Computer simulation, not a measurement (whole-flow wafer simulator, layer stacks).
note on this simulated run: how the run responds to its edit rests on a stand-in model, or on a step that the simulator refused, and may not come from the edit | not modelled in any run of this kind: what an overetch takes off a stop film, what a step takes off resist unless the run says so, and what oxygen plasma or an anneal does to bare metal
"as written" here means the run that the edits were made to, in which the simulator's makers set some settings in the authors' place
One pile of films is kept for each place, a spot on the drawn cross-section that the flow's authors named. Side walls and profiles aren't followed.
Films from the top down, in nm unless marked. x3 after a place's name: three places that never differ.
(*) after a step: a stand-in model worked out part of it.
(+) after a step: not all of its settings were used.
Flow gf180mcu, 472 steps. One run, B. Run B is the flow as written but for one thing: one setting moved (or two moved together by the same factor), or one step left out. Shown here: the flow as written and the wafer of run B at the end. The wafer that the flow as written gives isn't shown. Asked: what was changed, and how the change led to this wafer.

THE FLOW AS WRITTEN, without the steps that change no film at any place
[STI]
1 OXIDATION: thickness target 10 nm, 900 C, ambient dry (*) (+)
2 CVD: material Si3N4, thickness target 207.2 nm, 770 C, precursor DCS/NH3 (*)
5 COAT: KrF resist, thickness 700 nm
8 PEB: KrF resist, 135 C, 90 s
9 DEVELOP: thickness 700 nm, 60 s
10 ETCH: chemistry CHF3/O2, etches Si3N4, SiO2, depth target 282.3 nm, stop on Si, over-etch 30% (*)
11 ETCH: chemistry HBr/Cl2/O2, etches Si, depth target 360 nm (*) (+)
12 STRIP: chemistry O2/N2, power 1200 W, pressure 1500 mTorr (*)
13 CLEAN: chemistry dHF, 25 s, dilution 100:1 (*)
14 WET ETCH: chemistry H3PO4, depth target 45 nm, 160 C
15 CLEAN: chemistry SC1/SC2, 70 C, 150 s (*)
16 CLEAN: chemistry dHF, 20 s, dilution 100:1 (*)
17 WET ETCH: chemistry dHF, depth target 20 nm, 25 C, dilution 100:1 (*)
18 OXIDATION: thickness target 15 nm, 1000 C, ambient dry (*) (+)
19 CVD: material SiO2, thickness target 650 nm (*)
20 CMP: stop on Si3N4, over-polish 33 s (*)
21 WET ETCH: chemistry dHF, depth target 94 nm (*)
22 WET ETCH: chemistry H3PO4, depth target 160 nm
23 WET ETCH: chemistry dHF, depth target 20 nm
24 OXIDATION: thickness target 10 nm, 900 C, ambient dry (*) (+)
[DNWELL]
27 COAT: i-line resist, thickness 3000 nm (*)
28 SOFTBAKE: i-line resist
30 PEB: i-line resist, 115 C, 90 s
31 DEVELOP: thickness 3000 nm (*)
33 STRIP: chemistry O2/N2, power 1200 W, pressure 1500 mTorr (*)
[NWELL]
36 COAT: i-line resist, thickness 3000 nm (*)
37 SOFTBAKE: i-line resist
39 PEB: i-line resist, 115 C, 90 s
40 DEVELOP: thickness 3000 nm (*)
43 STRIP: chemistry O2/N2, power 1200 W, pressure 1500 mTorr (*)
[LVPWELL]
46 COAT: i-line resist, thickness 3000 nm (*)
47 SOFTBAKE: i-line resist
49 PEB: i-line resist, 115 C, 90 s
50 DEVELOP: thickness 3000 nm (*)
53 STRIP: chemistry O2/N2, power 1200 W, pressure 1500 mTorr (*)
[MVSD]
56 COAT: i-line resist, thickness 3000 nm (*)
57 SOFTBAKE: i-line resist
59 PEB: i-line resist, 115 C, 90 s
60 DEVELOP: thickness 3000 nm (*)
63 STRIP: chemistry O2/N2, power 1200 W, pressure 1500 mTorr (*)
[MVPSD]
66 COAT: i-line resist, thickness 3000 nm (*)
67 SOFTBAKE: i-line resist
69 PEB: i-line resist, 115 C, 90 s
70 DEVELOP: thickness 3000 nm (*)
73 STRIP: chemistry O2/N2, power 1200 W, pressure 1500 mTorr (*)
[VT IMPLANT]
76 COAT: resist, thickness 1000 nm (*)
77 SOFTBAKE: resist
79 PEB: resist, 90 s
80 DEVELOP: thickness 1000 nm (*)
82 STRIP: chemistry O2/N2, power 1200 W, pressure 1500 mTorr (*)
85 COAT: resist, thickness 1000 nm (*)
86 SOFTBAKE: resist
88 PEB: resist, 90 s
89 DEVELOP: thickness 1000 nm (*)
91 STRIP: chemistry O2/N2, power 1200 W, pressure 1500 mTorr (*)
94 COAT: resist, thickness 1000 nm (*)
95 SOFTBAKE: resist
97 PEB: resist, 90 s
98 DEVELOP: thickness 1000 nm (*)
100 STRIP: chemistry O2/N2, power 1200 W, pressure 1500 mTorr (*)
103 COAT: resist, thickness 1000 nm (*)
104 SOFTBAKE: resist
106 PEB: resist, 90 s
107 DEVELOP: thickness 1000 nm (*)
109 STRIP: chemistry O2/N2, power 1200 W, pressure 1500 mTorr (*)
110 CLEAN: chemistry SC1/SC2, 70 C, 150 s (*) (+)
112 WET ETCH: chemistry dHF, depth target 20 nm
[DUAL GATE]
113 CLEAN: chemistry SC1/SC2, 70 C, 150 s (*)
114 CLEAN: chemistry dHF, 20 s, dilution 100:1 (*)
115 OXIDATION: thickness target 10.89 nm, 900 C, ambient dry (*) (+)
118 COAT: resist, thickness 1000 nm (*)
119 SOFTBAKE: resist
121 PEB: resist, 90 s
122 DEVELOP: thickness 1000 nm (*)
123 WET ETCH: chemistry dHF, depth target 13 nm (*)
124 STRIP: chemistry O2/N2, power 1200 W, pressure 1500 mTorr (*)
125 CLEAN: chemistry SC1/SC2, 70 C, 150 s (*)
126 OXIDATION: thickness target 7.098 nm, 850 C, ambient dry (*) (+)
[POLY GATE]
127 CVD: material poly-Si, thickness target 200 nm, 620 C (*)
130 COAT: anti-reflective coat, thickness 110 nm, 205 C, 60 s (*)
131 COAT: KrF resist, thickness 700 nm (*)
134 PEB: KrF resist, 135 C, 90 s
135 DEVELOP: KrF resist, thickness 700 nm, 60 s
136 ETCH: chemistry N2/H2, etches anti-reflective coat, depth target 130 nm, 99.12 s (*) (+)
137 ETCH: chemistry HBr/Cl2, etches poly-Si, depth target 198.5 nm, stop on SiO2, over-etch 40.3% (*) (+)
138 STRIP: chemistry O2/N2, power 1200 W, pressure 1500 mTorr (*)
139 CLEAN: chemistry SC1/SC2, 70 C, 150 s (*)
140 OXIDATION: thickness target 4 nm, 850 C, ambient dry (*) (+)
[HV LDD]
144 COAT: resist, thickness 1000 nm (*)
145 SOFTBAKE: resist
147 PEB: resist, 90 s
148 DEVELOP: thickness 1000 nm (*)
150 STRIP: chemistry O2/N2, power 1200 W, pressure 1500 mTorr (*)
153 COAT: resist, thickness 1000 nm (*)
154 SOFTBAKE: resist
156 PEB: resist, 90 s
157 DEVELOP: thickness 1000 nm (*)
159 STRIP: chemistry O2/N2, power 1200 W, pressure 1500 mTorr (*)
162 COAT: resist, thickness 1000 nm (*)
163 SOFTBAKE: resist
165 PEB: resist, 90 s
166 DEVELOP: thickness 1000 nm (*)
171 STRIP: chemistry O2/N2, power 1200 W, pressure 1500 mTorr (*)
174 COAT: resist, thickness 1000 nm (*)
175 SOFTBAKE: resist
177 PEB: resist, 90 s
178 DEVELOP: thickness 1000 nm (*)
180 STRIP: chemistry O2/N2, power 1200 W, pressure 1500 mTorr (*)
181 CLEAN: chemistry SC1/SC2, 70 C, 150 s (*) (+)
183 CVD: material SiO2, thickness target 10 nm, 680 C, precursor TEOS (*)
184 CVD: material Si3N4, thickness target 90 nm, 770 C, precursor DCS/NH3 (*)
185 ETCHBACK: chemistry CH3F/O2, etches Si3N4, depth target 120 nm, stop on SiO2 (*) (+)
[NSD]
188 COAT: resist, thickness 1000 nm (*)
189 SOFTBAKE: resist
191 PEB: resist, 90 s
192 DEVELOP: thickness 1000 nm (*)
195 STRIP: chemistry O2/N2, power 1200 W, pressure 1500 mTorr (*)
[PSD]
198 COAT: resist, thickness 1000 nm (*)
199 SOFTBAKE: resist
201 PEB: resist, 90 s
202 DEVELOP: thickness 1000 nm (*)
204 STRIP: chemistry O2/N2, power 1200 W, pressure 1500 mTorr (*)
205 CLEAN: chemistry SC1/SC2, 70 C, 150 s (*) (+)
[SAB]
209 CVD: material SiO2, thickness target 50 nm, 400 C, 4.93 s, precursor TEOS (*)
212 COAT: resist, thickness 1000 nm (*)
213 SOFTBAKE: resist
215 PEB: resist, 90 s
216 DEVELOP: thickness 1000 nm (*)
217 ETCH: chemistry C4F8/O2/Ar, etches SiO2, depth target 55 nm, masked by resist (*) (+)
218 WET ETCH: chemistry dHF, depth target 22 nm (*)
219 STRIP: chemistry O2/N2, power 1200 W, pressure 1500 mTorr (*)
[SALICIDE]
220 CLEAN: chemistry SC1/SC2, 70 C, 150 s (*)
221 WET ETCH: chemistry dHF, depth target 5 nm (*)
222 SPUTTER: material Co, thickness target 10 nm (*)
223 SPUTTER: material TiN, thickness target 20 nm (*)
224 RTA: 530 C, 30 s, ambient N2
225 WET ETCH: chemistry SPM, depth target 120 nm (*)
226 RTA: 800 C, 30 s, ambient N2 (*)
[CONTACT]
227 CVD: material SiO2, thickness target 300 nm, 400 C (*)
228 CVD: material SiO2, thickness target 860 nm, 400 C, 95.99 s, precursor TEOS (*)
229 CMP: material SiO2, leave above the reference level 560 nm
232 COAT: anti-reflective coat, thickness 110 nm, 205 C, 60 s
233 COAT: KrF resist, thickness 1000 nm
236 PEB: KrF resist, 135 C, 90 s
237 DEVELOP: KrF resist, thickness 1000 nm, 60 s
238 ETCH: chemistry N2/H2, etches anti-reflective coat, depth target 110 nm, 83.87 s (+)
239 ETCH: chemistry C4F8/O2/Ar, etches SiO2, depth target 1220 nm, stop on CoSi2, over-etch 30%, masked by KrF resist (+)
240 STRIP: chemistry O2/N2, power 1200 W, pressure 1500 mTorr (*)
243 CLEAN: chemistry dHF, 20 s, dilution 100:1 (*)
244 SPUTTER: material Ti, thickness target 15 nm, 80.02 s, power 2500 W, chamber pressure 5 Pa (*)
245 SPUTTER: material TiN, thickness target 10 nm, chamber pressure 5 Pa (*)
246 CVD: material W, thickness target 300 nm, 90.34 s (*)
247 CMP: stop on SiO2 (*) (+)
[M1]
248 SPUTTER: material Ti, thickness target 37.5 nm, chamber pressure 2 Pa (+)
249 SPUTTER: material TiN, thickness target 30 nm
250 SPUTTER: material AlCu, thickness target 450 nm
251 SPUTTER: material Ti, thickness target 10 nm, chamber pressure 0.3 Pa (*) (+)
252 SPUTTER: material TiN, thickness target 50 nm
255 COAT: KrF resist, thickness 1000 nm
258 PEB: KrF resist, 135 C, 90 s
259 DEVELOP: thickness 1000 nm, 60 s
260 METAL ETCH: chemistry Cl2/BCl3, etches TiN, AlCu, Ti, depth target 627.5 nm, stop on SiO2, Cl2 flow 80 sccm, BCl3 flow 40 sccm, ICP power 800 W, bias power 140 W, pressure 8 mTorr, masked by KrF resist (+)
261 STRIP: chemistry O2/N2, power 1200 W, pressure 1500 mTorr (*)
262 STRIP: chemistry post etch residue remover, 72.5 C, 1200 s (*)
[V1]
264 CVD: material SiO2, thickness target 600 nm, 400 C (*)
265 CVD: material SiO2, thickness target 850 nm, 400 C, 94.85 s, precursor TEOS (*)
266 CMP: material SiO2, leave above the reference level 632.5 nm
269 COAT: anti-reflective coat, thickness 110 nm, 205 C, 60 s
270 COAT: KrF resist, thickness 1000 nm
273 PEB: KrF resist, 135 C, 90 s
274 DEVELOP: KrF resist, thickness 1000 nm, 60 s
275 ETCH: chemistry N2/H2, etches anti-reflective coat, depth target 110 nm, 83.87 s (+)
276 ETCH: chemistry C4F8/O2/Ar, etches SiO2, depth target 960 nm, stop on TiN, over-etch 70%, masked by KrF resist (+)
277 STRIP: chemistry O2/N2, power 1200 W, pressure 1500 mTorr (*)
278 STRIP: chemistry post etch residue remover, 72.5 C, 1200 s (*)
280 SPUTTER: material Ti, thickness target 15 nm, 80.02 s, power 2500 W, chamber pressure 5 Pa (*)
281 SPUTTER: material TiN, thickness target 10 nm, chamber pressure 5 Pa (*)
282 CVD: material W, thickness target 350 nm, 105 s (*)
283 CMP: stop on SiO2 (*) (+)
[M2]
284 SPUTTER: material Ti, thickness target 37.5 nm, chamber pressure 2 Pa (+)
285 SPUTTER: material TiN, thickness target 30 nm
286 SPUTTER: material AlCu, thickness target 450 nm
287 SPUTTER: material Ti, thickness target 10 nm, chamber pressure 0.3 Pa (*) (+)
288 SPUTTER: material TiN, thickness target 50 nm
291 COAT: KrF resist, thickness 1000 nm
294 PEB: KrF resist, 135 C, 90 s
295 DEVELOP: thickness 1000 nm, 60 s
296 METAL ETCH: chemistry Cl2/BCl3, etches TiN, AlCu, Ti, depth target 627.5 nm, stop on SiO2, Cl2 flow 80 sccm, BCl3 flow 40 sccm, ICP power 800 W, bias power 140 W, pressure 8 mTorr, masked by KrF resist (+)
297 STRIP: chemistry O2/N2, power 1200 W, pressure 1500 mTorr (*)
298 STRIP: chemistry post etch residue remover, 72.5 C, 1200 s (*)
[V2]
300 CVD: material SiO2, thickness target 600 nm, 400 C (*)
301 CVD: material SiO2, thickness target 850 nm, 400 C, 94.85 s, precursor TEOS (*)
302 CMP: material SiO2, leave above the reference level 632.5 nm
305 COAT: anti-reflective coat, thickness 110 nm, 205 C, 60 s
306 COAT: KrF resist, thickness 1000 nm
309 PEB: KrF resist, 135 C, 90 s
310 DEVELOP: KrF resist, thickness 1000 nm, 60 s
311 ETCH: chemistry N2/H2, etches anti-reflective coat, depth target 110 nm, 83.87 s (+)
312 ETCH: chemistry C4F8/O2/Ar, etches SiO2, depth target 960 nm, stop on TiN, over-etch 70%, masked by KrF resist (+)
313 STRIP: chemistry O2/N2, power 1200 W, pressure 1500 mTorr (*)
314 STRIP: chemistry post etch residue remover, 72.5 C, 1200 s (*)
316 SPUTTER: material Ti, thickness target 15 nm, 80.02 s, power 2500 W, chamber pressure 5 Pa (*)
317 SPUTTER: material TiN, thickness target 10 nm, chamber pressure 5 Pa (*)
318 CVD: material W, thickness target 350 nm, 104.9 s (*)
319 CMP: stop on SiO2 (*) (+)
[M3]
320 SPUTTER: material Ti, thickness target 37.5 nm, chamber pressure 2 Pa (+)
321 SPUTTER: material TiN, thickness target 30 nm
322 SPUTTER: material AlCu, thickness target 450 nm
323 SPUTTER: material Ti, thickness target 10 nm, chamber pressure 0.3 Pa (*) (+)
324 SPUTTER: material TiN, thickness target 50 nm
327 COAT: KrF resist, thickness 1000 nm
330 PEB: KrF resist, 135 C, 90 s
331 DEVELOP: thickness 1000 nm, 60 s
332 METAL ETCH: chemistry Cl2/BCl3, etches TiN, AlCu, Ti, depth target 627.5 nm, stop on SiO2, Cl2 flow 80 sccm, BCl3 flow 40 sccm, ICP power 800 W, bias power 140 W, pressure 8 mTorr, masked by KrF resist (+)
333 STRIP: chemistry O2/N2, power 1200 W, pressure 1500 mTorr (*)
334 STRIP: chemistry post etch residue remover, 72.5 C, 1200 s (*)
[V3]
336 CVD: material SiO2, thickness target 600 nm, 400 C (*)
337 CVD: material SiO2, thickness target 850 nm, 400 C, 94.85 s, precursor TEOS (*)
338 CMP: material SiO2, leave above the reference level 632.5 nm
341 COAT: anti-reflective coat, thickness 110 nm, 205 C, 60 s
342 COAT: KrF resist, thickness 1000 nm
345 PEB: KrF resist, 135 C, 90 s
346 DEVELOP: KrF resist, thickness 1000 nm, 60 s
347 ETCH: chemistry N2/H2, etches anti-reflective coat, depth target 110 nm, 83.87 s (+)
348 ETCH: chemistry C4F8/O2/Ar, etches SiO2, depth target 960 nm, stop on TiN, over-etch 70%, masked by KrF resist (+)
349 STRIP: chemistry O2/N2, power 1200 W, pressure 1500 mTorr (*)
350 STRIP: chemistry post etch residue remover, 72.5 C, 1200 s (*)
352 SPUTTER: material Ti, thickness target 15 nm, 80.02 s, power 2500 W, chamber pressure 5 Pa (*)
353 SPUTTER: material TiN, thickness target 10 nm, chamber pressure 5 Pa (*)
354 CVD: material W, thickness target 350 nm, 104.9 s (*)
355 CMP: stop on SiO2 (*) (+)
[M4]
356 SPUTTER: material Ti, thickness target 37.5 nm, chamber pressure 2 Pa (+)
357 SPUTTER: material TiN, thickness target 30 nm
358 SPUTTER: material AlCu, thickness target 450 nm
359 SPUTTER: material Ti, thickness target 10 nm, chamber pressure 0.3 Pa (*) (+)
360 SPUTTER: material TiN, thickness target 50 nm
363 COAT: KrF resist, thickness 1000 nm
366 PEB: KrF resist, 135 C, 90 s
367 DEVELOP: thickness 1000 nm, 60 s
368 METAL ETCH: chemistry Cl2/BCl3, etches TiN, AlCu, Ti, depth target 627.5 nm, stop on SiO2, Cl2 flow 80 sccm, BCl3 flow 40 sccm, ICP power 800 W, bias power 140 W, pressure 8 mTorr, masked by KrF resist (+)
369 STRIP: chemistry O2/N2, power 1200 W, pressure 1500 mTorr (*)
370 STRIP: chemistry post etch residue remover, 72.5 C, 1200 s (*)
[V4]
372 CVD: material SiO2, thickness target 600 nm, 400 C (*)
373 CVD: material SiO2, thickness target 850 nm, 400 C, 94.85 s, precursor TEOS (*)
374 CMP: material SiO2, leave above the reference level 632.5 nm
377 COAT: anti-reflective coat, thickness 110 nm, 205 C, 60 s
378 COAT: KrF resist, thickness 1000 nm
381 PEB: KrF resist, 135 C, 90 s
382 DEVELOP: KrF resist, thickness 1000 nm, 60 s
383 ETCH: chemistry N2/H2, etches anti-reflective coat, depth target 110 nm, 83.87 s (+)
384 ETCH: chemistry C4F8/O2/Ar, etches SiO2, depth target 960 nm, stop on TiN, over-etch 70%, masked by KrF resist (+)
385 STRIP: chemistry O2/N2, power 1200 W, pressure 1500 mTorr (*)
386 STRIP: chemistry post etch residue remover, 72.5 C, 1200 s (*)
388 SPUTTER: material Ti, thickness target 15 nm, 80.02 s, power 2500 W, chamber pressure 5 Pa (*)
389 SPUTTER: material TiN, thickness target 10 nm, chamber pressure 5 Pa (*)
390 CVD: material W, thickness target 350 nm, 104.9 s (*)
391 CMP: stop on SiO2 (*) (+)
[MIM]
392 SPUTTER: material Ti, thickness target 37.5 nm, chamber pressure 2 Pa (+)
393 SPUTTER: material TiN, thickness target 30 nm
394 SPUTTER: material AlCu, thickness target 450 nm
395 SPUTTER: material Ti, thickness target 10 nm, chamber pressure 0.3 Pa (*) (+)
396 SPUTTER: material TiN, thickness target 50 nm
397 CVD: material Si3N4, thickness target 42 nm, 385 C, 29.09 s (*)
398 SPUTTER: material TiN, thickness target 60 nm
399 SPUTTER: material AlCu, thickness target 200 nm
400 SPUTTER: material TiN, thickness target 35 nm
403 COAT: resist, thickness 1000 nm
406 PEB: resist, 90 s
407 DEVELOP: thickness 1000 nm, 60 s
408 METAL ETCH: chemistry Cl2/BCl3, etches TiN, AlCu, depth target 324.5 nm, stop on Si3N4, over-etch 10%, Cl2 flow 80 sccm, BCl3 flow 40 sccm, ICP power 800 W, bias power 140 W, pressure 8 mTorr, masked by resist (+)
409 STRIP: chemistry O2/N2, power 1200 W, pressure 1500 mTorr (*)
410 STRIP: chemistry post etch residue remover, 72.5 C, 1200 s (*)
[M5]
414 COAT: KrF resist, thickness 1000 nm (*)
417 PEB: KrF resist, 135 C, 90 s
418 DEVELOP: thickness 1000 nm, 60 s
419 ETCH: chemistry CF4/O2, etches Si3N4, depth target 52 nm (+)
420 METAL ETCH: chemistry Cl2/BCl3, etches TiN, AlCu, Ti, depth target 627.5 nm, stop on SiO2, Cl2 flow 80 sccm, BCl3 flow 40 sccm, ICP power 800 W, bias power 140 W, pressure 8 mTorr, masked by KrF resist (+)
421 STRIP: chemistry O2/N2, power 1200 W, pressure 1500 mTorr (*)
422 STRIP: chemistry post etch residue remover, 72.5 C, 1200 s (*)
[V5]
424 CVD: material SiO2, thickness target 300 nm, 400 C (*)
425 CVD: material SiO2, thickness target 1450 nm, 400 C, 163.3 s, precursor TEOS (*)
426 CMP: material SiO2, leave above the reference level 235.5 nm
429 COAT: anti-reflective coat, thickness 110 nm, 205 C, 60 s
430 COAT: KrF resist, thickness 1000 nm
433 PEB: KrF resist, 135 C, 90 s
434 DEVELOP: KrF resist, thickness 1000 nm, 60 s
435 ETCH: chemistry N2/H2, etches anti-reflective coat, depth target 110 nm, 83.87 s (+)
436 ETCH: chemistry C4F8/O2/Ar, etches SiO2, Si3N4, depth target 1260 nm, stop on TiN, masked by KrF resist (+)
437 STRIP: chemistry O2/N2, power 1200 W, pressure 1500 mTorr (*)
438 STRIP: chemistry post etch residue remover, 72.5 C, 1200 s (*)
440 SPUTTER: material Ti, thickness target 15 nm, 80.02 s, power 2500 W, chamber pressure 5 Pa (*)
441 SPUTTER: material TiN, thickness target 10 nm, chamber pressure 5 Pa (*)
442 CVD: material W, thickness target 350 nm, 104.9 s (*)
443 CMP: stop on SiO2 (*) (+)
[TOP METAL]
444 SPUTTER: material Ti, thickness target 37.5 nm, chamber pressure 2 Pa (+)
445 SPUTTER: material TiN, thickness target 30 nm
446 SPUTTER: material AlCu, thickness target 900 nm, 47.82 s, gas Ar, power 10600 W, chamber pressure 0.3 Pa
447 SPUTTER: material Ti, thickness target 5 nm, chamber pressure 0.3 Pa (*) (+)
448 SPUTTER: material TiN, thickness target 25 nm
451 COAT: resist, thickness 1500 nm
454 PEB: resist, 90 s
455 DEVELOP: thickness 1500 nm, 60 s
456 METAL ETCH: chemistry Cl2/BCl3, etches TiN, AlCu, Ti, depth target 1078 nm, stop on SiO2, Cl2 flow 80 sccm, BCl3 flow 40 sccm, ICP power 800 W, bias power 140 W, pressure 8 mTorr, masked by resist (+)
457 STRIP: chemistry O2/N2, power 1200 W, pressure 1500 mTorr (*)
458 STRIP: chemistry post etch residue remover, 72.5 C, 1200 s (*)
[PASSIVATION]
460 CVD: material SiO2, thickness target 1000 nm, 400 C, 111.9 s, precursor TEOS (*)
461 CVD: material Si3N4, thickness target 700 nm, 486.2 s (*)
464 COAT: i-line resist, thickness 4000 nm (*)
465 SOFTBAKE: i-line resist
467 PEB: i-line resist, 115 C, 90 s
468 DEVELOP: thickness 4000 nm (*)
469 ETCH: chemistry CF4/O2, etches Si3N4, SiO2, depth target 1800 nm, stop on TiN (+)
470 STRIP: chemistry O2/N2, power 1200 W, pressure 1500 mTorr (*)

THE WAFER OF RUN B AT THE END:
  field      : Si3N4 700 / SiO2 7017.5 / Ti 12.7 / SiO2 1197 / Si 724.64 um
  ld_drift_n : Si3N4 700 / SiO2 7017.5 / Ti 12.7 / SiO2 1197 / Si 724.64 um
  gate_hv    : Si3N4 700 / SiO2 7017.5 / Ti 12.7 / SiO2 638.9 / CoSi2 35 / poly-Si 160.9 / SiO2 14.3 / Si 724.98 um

The cause: step 260, METAL ETCH: depth target 564.8 nm was run, where the flow has depth target 627.5 nm.

How the change led to this, step by step:
  260 METAL ETCH: chemistry Cl2/BCl3, etches TiN, AlCu, Ti, depth target 627.5 nm, stop on SiO2, Cl2 flow 80 sccm, BCl3 flow 40 sccm, ICP power 800 W, bias power 140 W, pressure 8 mTorr, masked by KrF resist (+)
      field, field__w1, field__w2 and 99 more: TiN -50 (all of it), Ti -10 (all of it), AlCu -450 (all of it), TiN -30 (all of it), Ti -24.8 (as written it would be: TiN -50 (all of it), Ti -10 (all of it), AlCu -450 (all of it), TiN -30 (all of it), Ti -37.5 (all of it))
      field__w8, contact, m1 and 6 more: KrF resist -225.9 (as written it would be: KrF resist -251)
  261 STRIP: chemistry O2/N2, power 1200 W, pressure 1500 mTorr (*)
      field__w8, contact, m1 and 6 more: KrF resist -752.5 (all of it) (as written it would be: KrF resist -727.4 (all of it))
  264 CVD: material SiO2, thickness target 600 nm, 400 C (*)
      field, field__w1, field__w2 and 99 more: SiO2 +600 (new film) (as written it would be: SiO2 +600)
  266 CMP: material SiO2, leave above the reference level 632.5 nm
      field, field__w1, field__w2 and 99 more: SiO2 -312.7 (as written it would be: SiO2 -300)
Counting metal films that touch as one body, field has 1 body; the flow as written gives 0 bodies.
Counting metal films that touch as one body, ld_drift_n has 1 body; the flow as written gives 0 bodies.
Counting metal films that touch as one body, gate_hv has 2 bodies (between them, from the top down: SiO2 638.9); the flow as written gives 1 body.
